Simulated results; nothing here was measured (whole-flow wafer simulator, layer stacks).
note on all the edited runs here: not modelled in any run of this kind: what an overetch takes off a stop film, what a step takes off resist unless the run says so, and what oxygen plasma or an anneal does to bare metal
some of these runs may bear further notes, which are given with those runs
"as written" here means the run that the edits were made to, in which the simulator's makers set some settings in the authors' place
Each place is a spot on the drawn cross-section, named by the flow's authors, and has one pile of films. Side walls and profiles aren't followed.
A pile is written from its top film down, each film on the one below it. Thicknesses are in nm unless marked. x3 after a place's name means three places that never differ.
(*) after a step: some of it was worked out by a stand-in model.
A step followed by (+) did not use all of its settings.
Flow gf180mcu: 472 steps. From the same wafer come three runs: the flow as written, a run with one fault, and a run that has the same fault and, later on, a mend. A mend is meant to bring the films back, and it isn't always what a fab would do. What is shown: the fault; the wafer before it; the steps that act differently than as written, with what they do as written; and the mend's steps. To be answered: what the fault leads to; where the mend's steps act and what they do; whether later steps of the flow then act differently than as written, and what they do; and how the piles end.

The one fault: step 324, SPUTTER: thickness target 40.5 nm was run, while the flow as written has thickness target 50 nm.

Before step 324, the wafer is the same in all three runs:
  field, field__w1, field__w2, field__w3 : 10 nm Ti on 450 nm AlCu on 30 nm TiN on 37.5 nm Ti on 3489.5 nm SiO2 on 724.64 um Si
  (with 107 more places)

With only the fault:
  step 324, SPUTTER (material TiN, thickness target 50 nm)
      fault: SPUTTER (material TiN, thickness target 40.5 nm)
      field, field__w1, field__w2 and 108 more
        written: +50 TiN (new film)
        fault: +40.5 TiN (new film)
  Steps later in the flow that act otherwise than as written (5 other steps are not shown; they differ only slightly, by no more than 2% or 0.5 nm, whichever is larger):
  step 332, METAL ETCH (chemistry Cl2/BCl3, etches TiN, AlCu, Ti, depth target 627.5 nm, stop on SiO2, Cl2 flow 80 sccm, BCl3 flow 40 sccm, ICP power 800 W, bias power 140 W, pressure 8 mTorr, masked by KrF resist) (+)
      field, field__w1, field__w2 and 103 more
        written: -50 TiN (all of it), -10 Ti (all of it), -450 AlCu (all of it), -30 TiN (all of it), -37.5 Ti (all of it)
        fault: -40.5 TiN (all of it), -10 Ti (all of it), -450 AlCu (all of it), -30 TiN (all of it), -37.5 Ti (all of it)
  The piles end different from the flow's at field__w8, contact, m1, m1__w1, m1_nw by more than 2% or 0.5 nm, whichever is larger.
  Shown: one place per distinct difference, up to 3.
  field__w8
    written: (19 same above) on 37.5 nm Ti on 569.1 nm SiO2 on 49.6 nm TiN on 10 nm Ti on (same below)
    fault: (19 same above) on 37.5 nm Ti on 578.6 nm SiO2 on 40.1 nm TiN on 10 nm Ti on (same below)
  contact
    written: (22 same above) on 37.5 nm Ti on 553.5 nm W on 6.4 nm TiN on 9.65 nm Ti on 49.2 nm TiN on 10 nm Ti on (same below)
    fault: (22 same above) on 37.5 nm Ti on 563.1 nm W on 6.37 nm TiN on 9.6 nm Ti on 39.7 nm TiN on 10 nm Ti on (same below)

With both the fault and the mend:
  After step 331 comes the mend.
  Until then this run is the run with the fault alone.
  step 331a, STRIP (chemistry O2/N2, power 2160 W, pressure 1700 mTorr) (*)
      field__w8, contact, m1, m1__w1, m1_nw
        -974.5 KrF resist (all of it)
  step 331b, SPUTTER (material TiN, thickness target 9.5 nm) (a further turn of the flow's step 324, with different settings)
      field, field__w1, field__w2 and 108 more
        +9.5 TiN
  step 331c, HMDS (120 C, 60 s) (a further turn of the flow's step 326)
      does not change any film at any place that is followed
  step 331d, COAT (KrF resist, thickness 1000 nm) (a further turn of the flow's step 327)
      field, field__w1, field__w2 and 108 more
        +1000 KrF resist (new film)
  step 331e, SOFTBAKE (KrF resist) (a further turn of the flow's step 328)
      does not change any film at any place that is followed
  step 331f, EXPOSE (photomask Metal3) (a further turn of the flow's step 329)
      does not change any film at any place that is followed
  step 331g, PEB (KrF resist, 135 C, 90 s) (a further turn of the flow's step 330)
      field, field__w1, field__w2 and 108 more
        -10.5 KrF resist
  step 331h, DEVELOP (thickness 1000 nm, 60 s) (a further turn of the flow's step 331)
      field, field__w1, field__w2 and 103 more
        -989.5 KrF resist (all of it)
      field__w8, contact, m1, m1__w1, m1_nw
        -14.9 KrF resist
  None of the later steps of the flow acts differently than as written at any place that is followed.
  At every place that both follow, the piles at the end match the flow's.
